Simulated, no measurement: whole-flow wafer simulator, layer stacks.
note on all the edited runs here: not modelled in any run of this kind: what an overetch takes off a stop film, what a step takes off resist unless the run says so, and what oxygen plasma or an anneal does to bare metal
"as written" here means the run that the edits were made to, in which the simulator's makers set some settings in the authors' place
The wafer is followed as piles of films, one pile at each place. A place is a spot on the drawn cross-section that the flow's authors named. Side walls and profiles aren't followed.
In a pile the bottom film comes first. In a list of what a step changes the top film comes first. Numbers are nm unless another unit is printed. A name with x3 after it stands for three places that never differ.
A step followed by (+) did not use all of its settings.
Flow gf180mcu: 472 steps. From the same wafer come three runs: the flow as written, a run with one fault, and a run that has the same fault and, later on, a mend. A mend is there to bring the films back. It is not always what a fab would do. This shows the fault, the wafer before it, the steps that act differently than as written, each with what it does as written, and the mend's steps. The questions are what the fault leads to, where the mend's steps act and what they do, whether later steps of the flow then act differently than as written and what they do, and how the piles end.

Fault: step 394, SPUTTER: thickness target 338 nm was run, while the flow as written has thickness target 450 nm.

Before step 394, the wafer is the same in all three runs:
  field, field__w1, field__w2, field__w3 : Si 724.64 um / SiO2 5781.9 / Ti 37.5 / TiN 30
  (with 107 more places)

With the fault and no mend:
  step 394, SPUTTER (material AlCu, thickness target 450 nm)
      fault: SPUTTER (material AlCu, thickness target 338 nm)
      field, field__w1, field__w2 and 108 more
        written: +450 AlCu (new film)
        fault: +338 AlCu (new film)
  Later steps of the flow acting differently than as written (1 more step, not shown, differs only slightly: by at most 2% or 0.5 nm, whichever is larger):
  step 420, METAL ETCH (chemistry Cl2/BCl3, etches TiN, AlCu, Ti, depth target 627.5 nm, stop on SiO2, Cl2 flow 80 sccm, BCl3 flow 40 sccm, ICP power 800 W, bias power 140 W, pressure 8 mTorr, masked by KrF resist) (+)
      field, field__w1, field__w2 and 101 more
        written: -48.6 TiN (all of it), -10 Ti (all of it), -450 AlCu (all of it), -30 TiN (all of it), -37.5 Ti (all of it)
        fault: -48.6 TiN (all of it), -10 Ti (all of it), -338 AlCu (all of it), -30 TiN (all of it), -37.5 Ti (all of it)
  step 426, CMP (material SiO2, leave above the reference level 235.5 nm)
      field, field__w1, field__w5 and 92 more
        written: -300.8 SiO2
        fault: -412.8 SiO2
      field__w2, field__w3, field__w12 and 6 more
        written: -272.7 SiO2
        fault: -389.8 SiO2
  By the end, the piles at field__w4, field__w8, contact, m1, m1__w1, mim, mim_1p0, m1_nw depart from the flow's by more than 2% or 0.5 nm, whichever is larger.
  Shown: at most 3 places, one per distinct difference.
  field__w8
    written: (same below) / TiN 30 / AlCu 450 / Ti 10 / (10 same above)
    fault: (same below) / TiN 30 / AlCu 338 / Ti 10 / (10 same above)
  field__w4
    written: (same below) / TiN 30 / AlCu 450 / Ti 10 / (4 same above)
    fault: (same below) / TiN 30 / AlCu 338 / Ti 10 / (4 same above)
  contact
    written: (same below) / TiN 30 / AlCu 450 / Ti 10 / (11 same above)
    fault: (same below) / TiN 30 / AlCu 338 / Ti 10 / (11 same above)

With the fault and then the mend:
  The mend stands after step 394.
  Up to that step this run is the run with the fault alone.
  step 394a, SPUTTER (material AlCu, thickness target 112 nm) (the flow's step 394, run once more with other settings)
      field, field__w1, field__w2 and 108 more
        +112 AlCu
  None of the later steps of the flow acts differently than as written at any place that is followed.
  At every place that both follow, the piles at the end match the flow's.
